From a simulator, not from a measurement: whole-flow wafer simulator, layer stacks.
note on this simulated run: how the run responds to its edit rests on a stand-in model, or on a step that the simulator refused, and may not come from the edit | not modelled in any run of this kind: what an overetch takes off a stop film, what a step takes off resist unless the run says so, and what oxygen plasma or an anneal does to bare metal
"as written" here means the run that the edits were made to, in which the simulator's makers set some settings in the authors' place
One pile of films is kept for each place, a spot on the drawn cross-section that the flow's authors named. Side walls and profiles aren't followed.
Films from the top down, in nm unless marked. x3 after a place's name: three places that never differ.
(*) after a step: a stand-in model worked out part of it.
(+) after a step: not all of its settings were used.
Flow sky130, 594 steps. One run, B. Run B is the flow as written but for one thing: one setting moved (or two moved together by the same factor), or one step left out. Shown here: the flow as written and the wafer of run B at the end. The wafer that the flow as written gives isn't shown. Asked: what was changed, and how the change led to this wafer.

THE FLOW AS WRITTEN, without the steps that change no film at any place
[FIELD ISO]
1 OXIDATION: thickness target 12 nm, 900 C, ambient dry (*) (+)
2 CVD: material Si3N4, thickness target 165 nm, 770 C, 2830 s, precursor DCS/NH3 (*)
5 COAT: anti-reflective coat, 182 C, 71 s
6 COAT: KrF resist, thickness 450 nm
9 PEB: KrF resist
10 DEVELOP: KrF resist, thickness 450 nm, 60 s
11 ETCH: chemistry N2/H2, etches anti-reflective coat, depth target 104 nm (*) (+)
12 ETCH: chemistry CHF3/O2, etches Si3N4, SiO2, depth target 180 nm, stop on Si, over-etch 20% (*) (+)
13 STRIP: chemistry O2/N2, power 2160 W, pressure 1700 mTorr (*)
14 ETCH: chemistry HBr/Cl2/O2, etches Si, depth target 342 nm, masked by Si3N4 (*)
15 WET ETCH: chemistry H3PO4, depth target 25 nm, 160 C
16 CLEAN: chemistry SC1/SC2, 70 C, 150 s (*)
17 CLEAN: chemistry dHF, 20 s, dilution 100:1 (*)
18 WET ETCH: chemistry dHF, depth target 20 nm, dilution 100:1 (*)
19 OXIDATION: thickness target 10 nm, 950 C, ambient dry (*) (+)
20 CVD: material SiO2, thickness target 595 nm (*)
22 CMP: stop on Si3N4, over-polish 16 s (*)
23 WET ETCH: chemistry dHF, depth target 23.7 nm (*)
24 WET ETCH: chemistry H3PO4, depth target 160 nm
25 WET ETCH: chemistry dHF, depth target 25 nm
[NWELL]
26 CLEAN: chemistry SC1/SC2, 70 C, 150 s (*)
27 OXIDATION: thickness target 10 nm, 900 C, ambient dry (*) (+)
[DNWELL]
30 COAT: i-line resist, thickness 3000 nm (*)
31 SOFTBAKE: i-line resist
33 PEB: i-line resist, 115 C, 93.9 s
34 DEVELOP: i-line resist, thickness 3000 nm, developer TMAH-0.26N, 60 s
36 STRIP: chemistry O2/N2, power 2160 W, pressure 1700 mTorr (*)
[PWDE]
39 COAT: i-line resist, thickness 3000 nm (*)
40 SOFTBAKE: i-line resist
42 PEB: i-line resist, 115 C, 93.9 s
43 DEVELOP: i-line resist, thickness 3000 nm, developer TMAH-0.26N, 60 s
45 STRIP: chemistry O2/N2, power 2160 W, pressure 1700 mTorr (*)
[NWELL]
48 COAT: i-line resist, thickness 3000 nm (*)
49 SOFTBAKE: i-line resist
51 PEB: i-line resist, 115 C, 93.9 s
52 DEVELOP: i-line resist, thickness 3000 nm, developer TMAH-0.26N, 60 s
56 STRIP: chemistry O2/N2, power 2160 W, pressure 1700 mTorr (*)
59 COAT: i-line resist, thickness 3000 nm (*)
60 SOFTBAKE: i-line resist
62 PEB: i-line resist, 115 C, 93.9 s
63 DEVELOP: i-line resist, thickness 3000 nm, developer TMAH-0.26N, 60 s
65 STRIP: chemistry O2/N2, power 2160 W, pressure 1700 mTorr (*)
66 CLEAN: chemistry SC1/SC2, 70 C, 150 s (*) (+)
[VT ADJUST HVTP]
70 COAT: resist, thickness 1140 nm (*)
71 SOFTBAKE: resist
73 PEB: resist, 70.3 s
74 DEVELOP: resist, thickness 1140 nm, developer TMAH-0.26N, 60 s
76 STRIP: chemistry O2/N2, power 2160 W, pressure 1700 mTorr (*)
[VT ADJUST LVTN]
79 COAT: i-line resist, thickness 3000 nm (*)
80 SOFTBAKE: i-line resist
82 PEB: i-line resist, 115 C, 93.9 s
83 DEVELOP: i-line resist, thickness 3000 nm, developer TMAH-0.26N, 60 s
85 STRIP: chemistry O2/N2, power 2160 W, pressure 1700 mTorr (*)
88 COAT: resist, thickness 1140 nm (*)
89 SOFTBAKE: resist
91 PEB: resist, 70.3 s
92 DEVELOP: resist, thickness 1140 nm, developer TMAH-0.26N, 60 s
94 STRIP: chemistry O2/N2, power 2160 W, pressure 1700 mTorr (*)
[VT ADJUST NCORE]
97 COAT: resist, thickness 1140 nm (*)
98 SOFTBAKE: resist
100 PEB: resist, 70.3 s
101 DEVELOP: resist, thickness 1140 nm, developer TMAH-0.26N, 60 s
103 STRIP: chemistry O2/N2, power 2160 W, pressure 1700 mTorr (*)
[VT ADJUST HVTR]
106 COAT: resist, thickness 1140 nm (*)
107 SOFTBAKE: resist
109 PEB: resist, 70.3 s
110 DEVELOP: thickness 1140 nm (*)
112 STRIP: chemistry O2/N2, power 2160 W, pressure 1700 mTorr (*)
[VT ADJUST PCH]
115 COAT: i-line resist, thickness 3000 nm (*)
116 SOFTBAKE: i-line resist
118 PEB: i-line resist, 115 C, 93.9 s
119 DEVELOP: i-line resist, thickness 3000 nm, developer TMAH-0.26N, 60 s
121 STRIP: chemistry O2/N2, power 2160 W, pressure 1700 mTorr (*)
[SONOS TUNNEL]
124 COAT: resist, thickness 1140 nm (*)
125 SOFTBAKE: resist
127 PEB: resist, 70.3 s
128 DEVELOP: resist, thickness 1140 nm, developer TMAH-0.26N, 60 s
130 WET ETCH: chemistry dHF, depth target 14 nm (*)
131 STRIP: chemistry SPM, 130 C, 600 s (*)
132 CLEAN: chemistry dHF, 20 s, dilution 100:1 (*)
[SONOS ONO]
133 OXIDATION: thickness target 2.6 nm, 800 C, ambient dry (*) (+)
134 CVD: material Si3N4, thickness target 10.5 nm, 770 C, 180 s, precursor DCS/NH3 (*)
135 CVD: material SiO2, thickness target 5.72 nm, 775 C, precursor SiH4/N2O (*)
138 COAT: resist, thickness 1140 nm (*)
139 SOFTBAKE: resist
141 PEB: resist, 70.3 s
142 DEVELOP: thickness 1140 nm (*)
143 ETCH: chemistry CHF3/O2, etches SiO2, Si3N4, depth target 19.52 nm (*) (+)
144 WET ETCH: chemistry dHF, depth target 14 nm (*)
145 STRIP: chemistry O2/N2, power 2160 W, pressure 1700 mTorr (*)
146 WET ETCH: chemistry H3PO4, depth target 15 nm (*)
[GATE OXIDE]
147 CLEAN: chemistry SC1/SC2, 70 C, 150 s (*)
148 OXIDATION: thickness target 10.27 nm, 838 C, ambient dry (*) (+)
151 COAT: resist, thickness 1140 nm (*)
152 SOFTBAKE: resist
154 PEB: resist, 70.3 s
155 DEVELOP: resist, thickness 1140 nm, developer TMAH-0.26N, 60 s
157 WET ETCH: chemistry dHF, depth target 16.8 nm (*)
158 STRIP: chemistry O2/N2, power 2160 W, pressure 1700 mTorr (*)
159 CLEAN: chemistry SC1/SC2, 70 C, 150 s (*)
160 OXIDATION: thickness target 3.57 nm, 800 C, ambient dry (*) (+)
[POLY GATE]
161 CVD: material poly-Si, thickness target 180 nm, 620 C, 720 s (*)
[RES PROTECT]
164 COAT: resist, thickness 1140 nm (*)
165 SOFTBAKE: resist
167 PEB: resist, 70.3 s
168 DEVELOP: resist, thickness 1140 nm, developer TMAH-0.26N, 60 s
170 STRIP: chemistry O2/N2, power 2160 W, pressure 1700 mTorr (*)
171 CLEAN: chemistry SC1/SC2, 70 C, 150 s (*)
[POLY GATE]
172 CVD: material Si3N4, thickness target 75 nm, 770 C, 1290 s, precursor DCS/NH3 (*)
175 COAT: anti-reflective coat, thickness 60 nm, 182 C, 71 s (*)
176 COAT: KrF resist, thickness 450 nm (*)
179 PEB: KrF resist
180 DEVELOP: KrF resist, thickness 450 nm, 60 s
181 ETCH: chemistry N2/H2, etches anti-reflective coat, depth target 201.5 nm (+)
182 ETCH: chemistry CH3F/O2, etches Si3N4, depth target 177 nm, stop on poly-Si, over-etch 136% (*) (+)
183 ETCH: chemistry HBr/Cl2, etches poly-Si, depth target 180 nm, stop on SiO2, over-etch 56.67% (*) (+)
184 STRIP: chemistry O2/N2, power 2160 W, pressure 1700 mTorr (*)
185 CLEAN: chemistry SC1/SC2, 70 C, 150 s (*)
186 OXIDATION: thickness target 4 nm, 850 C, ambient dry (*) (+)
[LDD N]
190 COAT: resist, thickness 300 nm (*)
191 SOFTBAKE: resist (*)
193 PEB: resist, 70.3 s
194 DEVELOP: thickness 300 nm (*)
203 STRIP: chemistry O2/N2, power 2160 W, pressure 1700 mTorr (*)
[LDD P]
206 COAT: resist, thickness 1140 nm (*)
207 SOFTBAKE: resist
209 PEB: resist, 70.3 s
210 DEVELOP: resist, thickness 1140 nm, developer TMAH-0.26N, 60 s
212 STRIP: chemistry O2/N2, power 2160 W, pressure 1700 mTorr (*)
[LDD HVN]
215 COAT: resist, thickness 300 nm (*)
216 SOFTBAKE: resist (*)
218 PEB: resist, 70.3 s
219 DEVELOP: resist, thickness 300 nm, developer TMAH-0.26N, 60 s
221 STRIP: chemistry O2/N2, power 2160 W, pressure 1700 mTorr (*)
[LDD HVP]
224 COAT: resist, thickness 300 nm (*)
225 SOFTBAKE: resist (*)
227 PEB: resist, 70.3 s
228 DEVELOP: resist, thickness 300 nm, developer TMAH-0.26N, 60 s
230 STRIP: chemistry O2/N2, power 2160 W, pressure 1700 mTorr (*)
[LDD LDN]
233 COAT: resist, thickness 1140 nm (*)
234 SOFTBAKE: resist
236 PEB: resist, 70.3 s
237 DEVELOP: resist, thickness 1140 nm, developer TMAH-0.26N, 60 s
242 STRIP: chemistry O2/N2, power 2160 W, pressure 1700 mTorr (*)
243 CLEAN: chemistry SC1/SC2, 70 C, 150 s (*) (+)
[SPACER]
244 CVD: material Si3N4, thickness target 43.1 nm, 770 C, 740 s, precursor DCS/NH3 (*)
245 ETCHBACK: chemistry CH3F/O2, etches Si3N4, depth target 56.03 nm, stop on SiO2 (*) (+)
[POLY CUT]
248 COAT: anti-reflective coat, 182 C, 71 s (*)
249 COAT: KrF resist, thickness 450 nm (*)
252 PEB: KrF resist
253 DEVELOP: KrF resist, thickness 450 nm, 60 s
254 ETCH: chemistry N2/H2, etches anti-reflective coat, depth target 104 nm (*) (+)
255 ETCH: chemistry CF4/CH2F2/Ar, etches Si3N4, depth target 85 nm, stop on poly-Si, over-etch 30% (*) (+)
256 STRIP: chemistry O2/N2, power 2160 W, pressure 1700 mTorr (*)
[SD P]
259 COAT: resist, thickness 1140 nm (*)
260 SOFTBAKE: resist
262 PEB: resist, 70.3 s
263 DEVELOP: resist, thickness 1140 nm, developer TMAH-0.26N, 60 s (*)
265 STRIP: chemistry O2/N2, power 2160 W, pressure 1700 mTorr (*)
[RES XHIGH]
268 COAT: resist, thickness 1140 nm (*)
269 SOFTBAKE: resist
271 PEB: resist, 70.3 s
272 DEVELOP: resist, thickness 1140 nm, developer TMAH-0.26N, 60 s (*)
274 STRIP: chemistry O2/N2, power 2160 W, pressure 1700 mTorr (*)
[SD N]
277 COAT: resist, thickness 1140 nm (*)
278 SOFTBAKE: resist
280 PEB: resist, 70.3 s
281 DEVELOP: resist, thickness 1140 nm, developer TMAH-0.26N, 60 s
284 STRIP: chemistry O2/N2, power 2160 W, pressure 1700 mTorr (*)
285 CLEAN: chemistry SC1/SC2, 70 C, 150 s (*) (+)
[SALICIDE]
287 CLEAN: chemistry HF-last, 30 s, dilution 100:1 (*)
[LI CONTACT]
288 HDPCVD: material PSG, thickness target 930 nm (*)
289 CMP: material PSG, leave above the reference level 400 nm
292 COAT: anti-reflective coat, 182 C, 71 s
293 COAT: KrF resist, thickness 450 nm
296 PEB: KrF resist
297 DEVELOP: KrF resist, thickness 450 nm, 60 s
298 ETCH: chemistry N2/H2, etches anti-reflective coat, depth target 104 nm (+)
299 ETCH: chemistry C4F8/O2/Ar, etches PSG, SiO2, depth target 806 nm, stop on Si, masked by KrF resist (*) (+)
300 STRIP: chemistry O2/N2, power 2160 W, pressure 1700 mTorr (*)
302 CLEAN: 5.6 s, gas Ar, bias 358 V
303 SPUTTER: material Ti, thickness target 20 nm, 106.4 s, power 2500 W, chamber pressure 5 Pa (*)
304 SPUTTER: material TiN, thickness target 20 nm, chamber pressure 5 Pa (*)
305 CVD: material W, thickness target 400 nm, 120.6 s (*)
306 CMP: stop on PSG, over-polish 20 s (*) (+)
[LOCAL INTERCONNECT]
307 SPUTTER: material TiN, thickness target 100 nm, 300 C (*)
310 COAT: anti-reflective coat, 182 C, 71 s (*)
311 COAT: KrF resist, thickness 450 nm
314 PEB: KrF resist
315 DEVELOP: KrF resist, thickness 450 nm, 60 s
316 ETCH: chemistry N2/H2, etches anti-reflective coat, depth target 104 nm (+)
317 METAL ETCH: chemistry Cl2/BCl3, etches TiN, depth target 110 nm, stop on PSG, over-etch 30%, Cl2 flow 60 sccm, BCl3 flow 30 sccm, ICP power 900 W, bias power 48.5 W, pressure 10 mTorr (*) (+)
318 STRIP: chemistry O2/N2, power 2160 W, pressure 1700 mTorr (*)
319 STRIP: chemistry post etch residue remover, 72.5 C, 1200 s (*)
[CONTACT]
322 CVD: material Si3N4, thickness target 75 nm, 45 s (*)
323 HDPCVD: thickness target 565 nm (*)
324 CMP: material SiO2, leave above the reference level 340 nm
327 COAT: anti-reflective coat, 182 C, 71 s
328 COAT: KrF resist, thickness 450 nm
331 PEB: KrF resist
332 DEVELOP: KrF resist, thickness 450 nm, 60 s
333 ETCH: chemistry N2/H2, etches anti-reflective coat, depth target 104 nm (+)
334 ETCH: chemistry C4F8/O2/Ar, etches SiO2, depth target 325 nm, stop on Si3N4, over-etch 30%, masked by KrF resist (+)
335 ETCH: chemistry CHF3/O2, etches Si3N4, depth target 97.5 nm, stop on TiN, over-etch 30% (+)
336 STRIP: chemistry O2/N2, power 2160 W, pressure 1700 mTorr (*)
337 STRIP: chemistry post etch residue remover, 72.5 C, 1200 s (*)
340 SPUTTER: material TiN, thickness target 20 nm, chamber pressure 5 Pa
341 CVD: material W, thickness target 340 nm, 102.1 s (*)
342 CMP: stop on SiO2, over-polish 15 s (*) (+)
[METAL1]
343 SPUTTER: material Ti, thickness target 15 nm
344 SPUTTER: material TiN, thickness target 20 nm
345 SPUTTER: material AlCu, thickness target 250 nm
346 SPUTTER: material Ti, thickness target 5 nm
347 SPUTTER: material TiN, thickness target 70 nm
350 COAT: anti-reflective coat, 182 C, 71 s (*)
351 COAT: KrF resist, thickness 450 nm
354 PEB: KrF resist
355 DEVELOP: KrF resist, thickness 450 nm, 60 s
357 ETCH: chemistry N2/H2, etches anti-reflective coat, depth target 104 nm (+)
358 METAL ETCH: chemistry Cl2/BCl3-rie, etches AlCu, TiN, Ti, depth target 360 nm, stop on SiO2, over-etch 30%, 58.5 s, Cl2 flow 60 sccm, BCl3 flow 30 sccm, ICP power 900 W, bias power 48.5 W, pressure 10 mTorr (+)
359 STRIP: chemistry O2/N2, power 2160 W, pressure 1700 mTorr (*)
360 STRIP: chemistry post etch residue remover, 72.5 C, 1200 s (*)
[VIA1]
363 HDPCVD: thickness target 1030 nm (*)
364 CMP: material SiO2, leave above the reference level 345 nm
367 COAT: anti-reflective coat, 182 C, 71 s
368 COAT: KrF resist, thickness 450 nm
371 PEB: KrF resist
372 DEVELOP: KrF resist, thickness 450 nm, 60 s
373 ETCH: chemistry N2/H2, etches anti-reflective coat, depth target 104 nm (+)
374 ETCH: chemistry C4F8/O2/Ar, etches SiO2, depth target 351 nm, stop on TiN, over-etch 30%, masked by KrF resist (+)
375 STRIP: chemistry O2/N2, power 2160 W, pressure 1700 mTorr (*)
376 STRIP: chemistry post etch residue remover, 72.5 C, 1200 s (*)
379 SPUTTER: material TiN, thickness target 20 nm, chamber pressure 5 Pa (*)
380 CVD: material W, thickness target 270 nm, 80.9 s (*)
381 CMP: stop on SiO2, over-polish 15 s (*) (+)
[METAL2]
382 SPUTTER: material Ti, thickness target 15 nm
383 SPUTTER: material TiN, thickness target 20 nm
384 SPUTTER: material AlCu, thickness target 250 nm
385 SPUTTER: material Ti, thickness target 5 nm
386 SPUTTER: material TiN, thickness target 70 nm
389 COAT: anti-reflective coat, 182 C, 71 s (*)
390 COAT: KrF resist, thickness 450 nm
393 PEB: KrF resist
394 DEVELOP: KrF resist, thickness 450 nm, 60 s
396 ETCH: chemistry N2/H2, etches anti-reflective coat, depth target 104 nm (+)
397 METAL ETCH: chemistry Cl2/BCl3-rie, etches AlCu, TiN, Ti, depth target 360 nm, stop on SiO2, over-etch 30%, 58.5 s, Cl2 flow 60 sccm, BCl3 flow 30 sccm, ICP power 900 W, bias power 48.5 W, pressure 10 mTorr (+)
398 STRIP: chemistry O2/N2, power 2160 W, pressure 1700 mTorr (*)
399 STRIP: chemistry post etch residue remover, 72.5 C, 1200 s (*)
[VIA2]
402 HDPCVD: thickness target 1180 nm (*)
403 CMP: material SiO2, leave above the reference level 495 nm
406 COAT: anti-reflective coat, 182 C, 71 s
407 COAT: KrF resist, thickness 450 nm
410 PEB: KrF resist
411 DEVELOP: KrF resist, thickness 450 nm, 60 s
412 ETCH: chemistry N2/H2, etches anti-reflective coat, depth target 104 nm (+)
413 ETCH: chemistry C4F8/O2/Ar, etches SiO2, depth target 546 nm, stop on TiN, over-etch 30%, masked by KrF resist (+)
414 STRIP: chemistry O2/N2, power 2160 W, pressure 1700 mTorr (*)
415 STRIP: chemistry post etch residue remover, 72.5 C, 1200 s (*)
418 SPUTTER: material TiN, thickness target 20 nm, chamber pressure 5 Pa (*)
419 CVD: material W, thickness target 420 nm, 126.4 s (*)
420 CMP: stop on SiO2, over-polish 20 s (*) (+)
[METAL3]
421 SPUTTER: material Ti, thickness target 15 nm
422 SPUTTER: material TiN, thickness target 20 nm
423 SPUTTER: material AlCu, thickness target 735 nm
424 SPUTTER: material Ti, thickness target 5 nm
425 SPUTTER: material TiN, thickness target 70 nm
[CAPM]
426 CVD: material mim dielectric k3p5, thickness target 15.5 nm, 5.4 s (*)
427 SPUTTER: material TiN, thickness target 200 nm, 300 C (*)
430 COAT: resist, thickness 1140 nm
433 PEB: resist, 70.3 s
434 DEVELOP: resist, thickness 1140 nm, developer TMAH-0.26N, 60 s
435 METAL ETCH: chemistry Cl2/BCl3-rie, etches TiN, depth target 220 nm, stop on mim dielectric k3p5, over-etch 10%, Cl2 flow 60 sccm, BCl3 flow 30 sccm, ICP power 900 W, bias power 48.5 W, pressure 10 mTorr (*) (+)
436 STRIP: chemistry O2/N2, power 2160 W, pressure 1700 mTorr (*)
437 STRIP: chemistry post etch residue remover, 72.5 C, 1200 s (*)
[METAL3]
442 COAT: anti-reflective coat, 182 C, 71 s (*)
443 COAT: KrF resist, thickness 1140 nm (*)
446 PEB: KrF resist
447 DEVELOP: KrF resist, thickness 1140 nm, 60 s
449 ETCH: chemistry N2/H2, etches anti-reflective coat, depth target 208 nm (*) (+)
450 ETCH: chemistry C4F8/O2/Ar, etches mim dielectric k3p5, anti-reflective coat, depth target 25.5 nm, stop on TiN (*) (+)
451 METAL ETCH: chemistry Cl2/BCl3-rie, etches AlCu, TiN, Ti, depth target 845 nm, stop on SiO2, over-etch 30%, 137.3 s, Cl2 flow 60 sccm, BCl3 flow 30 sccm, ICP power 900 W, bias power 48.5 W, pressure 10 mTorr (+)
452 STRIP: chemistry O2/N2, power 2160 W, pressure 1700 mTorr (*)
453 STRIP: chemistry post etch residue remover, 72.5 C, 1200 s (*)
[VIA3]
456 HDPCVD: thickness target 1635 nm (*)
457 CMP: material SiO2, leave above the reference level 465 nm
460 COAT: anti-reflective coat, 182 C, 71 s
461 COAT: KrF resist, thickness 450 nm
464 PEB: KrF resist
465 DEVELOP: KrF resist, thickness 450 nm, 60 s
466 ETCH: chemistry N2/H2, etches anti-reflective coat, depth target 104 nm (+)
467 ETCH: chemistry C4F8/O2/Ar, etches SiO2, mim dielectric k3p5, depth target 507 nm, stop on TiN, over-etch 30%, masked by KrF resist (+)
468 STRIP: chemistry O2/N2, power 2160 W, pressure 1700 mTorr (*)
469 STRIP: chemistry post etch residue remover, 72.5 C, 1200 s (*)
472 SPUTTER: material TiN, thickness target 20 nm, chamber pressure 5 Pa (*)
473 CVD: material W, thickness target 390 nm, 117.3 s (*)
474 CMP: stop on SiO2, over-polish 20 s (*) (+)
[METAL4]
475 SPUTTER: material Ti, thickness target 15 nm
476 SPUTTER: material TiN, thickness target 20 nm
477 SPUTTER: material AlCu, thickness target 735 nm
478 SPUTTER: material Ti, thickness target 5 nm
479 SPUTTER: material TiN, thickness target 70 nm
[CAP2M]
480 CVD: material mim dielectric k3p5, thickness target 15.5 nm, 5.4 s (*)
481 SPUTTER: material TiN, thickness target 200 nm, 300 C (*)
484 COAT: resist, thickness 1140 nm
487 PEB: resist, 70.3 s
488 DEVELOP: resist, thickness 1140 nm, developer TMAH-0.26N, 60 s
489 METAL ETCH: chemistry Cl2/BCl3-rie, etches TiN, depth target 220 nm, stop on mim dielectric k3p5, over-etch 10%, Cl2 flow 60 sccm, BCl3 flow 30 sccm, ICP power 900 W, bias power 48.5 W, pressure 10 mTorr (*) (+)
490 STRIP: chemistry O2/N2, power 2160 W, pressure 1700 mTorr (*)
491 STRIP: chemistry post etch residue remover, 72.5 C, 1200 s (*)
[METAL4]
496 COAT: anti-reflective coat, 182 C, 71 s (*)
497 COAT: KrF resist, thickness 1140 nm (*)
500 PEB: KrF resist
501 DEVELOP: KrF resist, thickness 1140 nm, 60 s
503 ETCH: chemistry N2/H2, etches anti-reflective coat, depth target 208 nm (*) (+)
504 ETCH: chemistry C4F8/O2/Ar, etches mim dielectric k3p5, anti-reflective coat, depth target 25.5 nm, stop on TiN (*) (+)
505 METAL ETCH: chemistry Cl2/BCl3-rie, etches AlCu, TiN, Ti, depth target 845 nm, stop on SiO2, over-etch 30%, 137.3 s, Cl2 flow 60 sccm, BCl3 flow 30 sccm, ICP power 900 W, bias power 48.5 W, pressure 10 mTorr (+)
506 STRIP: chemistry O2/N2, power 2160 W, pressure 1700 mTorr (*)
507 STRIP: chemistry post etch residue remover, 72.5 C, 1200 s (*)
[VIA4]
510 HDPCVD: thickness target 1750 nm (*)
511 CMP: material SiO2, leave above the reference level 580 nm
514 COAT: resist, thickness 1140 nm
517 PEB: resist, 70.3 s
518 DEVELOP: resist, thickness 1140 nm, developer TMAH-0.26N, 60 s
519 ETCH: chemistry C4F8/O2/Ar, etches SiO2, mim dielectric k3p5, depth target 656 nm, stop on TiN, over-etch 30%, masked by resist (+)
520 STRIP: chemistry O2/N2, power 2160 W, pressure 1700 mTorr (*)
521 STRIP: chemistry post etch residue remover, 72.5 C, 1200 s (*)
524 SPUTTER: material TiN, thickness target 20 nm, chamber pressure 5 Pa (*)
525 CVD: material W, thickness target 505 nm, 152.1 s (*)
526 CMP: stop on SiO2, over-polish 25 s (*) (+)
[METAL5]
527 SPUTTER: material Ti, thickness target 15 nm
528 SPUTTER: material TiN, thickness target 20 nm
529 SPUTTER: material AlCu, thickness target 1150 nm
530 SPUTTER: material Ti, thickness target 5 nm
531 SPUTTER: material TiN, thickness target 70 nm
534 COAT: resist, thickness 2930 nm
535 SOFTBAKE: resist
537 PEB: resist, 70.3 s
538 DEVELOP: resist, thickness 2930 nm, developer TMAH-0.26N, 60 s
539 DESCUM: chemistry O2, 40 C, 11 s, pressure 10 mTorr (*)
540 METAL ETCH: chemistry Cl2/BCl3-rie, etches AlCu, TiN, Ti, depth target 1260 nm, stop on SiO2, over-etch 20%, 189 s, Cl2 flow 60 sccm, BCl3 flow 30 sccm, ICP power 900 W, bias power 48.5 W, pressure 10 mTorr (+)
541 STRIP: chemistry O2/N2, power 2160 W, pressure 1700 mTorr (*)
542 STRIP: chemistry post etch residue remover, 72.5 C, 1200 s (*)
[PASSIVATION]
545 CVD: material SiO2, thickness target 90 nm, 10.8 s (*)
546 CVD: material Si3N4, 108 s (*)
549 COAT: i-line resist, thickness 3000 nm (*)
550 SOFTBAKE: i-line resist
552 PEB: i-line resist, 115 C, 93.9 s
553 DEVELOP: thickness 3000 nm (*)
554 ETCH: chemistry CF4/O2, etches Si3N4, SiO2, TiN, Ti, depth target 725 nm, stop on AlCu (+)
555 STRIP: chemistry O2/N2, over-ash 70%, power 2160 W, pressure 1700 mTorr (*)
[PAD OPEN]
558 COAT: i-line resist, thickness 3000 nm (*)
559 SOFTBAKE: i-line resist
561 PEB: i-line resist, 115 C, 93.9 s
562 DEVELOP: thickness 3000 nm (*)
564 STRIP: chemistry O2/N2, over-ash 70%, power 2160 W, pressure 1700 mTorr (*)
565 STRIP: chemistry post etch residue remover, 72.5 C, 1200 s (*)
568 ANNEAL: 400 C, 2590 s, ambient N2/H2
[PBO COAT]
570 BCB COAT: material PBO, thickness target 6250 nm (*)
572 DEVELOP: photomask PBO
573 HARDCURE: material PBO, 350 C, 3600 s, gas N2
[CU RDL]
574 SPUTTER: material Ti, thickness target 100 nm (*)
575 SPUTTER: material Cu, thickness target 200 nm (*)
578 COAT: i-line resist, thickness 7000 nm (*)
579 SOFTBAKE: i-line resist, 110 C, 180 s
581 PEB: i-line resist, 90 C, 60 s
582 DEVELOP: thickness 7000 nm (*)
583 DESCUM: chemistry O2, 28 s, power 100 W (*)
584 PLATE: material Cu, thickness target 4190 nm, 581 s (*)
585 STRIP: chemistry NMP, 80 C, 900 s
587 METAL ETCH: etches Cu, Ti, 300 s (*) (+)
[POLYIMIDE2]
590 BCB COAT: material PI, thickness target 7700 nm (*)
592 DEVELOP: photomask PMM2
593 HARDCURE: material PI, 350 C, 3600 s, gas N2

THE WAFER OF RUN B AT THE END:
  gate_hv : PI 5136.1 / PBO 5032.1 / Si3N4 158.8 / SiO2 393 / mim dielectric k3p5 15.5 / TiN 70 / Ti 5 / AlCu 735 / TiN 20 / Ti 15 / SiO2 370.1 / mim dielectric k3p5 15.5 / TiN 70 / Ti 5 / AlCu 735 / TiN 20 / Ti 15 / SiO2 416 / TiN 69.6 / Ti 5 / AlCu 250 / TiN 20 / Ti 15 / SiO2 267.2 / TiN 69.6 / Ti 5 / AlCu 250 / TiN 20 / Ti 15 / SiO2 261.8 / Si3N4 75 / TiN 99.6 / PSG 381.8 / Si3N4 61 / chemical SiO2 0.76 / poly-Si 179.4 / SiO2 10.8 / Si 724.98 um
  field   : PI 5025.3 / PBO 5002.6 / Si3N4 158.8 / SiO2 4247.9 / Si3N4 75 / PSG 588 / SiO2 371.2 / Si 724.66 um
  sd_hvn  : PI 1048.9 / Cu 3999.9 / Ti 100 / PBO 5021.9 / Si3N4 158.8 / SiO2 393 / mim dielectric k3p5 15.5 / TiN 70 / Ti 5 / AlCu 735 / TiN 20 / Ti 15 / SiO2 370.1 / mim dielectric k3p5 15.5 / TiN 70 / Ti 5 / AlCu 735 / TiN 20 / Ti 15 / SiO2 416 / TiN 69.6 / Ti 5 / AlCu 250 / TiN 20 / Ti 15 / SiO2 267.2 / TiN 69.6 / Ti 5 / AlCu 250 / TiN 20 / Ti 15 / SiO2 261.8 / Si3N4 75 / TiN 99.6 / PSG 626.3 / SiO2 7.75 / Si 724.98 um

The cause: step 511, CMP: leave above the reference level 389 nm was run, where the flow has leave above the reference level 580 nm.

How the change led to this, step by step:
  511 CMP: material SiO2, leave above the reference level 580 nm
      n_well, p_well, gate_hv and 99 more: SiO2 -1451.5 (as written it would be: SiO2 -1260.5)
      field, active, gate and 77 more: SiO2 -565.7 (as written it would be: SiO2 -374.7)
      (and at 11 more places)
  519 ETCH: chemistry C4F8/O2/Ar, etches SiO2, mim dielectric k3p5, depth target 656 nm, stop on TiN, over-etch 30%, masked by resist (+)
      field, active, n_well and 188 more: resist -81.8 (as written it would be: resist -131.2)
      m1: SiO2 -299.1 (all of it), mim dielectric k3p5 -15.5 (all of it) (as written it would be: SiO2 -490.1 (all of it), mim dielectric k3p5 -15.5 (all of it))
      (and at 1 more place)
  520 STRIP: chemistry O2/N2, power 2160 W, pressure 1700 mTorr (*)
      field, active, n_well and 188 more: resist -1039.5 (all of it) (as written it would be: resist -990.1 (all of it))
  524 SPUTTER: material TiN, thickness target 20 nm, chamber pressure 5 Pa (*)
      m1, via4_hole: TiN +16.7 (as written it would be: TiN +15.3)
  525 CVD: material W, thickness target 505 nm, 152.1 s (*)
      m1: W +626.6 (new film) (as written it would be: W +1015.8 (new film))
      via4_hole: W +627.7 (new film) (as written it would be: W +1015.2 (new film))
  526 CMP: stop on SiO2, over-polish 25 s (*) (+)
      m1: W -335.9 (as written it would be: W -532.7)
      via4_hole: W -337.7 (as written it would be: W -532.7)
